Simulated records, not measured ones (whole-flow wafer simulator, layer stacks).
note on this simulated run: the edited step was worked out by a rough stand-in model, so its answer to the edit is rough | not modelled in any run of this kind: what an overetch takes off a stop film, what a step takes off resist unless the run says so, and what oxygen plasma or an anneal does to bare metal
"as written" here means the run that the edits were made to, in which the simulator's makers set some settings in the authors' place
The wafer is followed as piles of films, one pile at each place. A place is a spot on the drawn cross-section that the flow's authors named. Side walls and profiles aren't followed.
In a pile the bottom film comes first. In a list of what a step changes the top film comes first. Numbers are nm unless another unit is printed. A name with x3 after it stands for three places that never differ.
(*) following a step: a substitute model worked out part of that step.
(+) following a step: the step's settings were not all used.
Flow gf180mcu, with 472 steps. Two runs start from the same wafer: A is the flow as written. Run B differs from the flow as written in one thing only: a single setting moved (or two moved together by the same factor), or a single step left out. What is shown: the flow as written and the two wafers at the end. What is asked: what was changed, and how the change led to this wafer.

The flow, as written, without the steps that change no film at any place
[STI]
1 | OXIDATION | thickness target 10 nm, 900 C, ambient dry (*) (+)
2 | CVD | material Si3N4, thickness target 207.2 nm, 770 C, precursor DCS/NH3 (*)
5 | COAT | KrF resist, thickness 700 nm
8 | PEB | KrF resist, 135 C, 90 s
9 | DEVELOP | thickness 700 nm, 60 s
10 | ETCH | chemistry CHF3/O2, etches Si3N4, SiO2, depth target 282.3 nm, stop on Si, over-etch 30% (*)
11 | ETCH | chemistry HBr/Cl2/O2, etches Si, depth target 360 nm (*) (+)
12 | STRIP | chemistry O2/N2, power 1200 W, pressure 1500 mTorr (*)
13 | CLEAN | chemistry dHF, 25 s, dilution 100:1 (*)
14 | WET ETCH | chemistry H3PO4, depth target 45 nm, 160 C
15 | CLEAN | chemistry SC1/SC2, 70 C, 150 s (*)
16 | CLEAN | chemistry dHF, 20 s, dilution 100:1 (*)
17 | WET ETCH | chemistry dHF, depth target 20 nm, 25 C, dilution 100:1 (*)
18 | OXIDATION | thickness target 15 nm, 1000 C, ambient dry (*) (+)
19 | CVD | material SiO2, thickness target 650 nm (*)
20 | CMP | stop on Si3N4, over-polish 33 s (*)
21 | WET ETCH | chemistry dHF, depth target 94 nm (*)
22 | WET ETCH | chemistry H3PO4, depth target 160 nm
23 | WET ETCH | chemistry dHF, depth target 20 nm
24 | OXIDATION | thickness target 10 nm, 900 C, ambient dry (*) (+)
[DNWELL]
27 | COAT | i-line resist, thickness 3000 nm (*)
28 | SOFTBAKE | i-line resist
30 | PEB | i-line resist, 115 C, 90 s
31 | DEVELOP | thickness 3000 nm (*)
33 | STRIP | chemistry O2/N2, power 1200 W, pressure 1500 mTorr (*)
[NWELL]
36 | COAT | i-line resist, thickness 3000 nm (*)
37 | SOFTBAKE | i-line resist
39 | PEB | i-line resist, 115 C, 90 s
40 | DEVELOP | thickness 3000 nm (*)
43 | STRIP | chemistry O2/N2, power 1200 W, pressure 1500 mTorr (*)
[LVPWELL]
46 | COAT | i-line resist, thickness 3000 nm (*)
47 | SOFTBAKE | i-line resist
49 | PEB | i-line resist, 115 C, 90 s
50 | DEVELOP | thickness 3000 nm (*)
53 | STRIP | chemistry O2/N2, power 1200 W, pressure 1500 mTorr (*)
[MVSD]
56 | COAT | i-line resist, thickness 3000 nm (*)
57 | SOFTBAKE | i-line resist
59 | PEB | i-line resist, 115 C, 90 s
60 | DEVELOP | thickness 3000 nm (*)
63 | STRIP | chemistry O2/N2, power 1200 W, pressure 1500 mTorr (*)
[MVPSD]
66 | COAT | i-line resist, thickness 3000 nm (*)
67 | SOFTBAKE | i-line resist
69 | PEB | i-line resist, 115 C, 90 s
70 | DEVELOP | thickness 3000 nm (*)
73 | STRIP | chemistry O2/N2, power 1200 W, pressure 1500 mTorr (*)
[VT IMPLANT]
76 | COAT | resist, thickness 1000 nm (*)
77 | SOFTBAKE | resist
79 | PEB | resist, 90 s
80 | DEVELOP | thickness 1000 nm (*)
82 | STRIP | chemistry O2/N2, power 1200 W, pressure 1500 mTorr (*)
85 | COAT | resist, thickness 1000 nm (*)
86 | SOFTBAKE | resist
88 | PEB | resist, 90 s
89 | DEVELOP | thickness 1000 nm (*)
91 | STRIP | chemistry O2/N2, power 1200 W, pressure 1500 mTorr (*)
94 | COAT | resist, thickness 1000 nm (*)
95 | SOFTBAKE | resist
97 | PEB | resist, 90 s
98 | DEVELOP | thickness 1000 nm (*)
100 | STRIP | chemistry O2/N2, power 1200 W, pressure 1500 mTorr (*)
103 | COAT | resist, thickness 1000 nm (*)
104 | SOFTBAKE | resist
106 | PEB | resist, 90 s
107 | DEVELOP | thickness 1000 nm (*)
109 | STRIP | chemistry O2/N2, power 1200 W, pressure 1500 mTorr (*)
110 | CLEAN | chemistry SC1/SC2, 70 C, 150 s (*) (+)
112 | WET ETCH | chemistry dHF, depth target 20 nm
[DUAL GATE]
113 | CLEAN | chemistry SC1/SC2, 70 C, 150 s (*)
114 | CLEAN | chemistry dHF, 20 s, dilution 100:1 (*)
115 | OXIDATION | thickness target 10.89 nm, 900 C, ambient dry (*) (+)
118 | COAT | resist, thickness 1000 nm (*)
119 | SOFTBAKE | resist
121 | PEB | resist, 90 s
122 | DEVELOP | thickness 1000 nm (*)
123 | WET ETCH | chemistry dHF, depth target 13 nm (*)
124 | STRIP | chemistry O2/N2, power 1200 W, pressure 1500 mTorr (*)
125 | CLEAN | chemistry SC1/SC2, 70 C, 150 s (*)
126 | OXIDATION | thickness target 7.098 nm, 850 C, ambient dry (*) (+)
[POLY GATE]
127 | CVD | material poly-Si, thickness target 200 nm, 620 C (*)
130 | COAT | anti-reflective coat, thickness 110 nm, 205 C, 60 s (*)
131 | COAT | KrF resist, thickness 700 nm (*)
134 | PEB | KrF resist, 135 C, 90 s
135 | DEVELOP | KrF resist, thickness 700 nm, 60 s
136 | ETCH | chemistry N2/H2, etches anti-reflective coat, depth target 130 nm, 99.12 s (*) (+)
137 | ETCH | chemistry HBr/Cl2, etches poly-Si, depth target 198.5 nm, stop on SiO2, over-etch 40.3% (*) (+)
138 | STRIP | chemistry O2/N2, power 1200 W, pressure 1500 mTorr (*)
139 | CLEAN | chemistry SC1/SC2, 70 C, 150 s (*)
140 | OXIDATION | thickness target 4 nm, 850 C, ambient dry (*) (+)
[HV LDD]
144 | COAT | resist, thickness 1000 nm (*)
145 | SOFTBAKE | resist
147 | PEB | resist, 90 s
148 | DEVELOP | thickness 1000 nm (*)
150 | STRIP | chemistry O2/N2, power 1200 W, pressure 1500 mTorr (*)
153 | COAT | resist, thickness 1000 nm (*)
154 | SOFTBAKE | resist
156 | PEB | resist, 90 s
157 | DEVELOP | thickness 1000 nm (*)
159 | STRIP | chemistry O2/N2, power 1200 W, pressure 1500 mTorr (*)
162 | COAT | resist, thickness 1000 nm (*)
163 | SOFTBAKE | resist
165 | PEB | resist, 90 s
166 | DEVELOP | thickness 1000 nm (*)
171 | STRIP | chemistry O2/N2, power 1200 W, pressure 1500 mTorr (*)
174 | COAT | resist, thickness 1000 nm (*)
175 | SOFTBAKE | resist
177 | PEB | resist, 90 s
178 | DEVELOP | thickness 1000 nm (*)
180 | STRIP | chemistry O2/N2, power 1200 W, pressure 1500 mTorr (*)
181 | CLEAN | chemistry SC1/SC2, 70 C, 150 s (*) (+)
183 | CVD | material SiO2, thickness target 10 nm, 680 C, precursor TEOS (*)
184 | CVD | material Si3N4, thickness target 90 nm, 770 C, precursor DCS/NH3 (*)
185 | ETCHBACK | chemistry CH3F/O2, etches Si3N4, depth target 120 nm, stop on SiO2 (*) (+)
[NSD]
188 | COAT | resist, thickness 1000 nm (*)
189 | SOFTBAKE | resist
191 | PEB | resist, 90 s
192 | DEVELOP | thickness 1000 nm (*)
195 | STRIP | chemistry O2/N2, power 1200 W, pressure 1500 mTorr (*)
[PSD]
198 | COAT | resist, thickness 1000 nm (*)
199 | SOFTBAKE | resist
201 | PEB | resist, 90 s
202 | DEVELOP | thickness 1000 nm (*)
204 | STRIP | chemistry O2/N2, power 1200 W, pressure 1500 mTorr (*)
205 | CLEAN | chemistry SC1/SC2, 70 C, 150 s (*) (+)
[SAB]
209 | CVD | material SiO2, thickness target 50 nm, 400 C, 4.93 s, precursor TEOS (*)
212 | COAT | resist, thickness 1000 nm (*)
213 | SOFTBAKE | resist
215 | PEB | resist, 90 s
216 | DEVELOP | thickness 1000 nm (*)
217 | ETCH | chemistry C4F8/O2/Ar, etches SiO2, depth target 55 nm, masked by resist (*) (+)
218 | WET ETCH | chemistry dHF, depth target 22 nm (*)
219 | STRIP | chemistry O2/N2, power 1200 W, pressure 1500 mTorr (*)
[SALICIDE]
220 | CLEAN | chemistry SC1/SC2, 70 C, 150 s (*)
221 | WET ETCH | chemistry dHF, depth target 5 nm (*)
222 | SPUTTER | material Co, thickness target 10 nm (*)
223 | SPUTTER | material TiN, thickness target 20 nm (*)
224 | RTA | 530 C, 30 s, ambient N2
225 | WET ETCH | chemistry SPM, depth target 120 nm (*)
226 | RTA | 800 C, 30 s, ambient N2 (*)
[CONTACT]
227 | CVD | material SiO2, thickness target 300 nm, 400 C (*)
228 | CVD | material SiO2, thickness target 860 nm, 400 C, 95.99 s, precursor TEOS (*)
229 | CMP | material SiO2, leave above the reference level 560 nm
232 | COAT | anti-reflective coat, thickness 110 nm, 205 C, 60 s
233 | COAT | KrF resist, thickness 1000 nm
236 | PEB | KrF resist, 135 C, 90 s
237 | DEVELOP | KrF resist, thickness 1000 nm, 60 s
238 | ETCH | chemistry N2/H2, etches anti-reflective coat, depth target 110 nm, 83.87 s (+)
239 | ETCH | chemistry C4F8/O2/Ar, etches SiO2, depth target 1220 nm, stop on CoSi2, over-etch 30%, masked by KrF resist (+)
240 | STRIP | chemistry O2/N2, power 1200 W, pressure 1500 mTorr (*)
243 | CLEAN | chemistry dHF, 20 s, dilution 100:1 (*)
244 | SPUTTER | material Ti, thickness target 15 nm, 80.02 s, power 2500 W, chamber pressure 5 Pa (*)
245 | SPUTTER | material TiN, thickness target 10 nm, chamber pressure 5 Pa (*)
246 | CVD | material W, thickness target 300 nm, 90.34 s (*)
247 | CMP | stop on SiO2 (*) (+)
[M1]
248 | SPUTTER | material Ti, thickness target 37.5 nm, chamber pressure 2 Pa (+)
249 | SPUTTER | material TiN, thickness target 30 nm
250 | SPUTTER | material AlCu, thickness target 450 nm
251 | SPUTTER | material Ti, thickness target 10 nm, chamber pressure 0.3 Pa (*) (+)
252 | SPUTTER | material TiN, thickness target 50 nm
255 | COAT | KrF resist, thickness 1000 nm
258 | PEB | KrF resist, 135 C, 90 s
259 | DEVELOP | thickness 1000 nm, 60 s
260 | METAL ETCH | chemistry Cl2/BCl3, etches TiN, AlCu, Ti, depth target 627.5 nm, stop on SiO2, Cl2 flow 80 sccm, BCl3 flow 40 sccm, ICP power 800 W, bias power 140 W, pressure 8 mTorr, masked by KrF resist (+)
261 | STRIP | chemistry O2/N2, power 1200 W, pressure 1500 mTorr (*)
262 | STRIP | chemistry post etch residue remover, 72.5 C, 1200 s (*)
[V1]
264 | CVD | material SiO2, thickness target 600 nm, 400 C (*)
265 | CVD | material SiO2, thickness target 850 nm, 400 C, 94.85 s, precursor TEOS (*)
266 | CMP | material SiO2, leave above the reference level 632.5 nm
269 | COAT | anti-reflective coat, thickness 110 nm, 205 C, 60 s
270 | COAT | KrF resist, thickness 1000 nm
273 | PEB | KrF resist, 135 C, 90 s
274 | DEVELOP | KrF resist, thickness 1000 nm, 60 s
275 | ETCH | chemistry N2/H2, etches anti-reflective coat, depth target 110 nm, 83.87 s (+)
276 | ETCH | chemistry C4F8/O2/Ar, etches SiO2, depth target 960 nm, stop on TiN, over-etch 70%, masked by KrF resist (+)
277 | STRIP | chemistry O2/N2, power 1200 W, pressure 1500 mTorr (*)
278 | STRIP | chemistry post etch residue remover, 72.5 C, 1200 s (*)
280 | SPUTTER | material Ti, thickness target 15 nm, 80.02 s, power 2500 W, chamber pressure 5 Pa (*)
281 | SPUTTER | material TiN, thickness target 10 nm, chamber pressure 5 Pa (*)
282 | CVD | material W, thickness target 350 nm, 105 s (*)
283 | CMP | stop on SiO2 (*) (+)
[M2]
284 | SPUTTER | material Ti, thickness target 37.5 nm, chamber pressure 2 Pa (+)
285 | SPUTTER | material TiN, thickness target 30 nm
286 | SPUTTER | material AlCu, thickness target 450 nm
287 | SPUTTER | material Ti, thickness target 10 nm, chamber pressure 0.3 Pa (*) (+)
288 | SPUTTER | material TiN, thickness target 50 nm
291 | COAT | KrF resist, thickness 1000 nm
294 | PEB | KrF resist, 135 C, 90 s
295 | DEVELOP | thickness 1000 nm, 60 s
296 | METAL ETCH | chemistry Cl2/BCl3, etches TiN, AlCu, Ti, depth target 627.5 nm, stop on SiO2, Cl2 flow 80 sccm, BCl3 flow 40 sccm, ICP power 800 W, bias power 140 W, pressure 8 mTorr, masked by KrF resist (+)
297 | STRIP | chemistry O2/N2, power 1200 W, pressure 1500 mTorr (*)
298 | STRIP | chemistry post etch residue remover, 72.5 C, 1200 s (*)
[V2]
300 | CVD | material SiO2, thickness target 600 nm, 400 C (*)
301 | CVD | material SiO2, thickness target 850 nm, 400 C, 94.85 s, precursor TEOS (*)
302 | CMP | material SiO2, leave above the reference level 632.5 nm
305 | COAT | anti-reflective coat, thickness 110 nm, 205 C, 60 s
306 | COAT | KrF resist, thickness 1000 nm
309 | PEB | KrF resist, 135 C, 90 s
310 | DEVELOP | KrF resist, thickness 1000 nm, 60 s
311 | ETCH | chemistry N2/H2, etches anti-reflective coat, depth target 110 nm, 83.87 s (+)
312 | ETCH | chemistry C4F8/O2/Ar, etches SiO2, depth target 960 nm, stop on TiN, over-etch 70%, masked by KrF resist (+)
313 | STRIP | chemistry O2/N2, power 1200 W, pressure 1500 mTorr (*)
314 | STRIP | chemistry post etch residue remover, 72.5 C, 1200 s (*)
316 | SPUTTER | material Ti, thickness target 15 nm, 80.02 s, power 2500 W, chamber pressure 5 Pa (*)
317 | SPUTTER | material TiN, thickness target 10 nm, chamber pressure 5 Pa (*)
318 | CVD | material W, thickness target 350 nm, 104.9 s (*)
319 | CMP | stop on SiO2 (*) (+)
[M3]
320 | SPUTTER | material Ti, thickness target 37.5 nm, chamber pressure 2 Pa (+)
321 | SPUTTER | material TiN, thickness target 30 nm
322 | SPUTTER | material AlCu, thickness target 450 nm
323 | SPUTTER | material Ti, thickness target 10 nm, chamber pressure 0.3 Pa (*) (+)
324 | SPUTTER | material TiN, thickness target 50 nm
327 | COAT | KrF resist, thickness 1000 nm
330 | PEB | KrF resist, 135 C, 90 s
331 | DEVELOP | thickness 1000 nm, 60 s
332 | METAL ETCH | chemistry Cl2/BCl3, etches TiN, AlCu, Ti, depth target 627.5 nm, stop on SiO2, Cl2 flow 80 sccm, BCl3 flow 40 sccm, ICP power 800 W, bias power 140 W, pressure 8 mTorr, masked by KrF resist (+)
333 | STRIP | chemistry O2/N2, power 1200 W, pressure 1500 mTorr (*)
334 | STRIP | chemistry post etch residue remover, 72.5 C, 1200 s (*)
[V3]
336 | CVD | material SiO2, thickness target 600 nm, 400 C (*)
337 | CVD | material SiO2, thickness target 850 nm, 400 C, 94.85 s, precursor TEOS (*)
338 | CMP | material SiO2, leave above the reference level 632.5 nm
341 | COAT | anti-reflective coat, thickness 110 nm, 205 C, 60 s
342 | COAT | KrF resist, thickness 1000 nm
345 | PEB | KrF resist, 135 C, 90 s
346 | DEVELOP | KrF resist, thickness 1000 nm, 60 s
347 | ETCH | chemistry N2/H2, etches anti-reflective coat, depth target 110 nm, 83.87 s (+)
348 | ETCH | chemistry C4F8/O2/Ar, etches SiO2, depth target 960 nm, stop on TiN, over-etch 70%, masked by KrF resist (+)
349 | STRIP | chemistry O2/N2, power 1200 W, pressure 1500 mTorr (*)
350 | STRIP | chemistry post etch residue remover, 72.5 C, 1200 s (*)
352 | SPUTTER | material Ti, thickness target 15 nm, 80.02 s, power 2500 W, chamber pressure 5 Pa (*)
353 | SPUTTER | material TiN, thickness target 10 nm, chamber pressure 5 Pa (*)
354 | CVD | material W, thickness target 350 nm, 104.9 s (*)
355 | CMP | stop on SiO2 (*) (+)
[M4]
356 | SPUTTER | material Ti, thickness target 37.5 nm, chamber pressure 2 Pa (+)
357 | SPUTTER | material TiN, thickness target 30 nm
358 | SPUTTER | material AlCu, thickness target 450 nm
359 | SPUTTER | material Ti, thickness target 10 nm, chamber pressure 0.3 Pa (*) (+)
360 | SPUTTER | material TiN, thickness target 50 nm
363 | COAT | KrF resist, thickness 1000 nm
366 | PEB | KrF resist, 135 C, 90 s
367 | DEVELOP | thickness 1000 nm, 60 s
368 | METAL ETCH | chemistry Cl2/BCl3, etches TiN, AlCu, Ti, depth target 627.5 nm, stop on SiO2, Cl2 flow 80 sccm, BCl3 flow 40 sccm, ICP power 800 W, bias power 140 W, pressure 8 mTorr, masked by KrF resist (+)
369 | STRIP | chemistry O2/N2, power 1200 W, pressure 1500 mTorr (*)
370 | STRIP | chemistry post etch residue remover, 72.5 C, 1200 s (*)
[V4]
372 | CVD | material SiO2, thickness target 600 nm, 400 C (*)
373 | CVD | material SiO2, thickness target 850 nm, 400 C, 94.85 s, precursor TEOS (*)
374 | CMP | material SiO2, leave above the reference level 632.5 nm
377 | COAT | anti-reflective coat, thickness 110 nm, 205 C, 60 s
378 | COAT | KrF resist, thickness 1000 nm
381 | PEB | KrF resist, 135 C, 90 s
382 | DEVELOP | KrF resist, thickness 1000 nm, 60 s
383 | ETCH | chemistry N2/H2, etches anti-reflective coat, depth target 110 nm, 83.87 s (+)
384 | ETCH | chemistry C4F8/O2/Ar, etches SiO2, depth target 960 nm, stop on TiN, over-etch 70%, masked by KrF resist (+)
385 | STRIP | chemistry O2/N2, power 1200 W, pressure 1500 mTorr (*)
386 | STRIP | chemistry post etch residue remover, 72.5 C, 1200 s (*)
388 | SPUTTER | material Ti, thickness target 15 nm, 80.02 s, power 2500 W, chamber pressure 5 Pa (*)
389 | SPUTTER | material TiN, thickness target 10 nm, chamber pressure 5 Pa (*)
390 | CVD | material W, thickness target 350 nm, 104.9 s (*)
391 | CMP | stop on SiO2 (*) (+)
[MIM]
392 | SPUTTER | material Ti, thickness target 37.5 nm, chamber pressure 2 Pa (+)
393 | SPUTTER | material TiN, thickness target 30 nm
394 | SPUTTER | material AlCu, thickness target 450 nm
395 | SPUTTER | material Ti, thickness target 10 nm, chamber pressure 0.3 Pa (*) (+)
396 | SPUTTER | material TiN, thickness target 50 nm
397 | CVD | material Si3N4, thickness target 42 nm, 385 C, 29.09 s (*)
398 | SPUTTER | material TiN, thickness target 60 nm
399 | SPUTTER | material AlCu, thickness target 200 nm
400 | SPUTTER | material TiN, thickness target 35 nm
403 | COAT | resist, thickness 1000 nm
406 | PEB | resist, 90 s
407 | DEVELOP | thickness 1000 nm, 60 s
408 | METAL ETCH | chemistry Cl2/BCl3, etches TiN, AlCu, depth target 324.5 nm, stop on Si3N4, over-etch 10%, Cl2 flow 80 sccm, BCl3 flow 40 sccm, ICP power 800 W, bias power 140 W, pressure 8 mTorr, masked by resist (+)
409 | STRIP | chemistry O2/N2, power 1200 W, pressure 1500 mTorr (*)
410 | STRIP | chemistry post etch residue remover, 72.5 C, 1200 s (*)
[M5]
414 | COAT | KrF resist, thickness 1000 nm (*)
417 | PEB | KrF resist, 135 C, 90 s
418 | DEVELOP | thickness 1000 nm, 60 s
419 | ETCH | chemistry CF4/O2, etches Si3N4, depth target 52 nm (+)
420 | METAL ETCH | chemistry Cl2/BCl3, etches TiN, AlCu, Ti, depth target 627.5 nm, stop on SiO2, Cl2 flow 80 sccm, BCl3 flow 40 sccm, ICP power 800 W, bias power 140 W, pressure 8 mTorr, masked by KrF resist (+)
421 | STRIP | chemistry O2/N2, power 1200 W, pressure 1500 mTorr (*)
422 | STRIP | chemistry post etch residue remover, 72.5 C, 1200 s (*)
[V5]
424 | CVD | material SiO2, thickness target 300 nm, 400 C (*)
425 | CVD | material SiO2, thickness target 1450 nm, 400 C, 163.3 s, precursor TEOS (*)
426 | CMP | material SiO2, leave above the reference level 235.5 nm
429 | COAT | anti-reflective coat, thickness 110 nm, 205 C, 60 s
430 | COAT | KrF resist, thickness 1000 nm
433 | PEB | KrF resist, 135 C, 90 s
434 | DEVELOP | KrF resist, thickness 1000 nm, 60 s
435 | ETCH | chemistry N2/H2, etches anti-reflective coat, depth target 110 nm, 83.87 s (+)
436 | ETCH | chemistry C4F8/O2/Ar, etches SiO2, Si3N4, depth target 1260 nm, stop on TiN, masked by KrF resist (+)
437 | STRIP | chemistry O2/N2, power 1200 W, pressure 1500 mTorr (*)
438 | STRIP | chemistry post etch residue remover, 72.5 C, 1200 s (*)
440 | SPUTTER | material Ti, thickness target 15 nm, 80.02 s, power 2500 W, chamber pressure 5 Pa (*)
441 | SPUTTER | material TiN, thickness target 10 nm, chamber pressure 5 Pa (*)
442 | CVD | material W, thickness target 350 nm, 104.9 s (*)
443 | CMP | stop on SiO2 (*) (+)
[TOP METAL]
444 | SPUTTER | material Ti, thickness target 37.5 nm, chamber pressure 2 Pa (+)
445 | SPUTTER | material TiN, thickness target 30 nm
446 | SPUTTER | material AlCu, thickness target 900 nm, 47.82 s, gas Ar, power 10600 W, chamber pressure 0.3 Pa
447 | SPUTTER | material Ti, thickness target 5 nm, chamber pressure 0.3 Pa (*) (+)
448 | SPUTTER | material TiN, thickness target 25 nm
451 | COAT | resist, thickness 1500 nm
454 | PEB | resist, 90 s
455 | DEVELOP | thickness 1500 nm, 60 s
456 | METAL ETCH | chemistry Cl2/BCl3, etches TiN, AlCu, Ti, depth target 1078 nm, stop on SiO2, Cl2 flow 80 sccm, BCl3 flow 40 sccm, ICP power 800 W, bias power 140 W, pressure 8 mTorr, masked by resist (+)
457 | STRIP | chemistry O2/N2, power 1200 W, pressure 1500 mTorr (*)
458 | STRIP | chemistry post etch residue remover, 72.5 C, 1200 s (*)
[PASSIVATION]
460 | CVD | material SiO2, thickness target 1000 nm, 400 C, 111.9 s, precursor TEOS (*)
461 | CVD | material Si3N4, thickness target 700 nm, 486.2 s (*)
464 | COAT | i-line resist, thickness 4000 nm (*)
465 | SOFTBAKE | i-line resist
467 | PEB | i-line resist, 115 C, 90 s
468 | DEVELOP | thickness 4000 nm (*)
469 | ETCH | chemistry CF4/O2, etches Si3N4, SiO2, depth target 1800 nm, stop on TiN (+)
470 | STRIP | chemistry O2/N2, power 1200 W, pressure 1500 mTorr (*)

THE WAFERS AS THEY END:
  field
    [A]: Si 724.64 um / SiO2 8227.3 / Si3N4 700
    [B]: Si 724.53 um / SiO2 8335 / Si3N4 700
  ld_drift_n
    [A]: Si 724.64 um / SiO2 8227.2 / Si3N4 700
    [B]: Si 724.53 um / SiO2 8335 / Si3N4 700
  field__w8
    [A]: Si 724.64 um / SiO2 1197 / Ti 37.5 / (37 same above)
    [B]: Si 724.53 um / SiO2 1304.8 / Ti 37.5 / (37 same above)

The reason: step 11, ETCH: depth target 468 nm was run, while the flow as written has depth target 360 nm.

Step by step, how the change led to this:
  11 | ETCH | chemistry HBr/Cl2/O2, etches Si, depth target 360 nm (*) (+)
      active, n_well, p_well and 40 more: A KrF resist loses 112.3 | B KrF resist loses 148.3
      field, field_sub, sti and 34 more: A Si loses 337 | B Si loses 445
  12 | STRIP | chemistry O2/N2, power 1200 W, pressure 1500 mTorr (*)
      active, n_well, p_well and 40 more: A KrF resist loses 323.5 (all of it) | B KrF resist loses 287.5 (all of it)
  19 | CVD | material SiO2, thickness target 650 nm (*)
      m1, ld_fp_n, ld_drift_n and 8 more: A SiO2 gains 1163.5 | B SiO2 gains 1271.5
  20 | CMP | stop on Si3N4, over-polish 33 s (*)
      sti, mim_1p0, pad and 11 more: A SiO2 loses 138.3 | B SiO2 loses 30.4
      nw_enc_fld, nw_enc_fld_lv: A SiO2 loses 142.4 | B SiO2 loses 34.4
      (as well as at 10 more places)
  223 | SPUTTER | material TiN, thickness target 20 nm (*)
      field__w12: A TiN gains 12 (new film) | B TiN gains 12.6 (new film)
  225 | WET ETCH | chemistry SPM, depth target 120 nm (*)
      field__w12: A TiN loses 12 (all of it), Co loses 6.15 (all of it) | B TiN loses 12.6 (all of it), Co loses 6.15 (all of it)
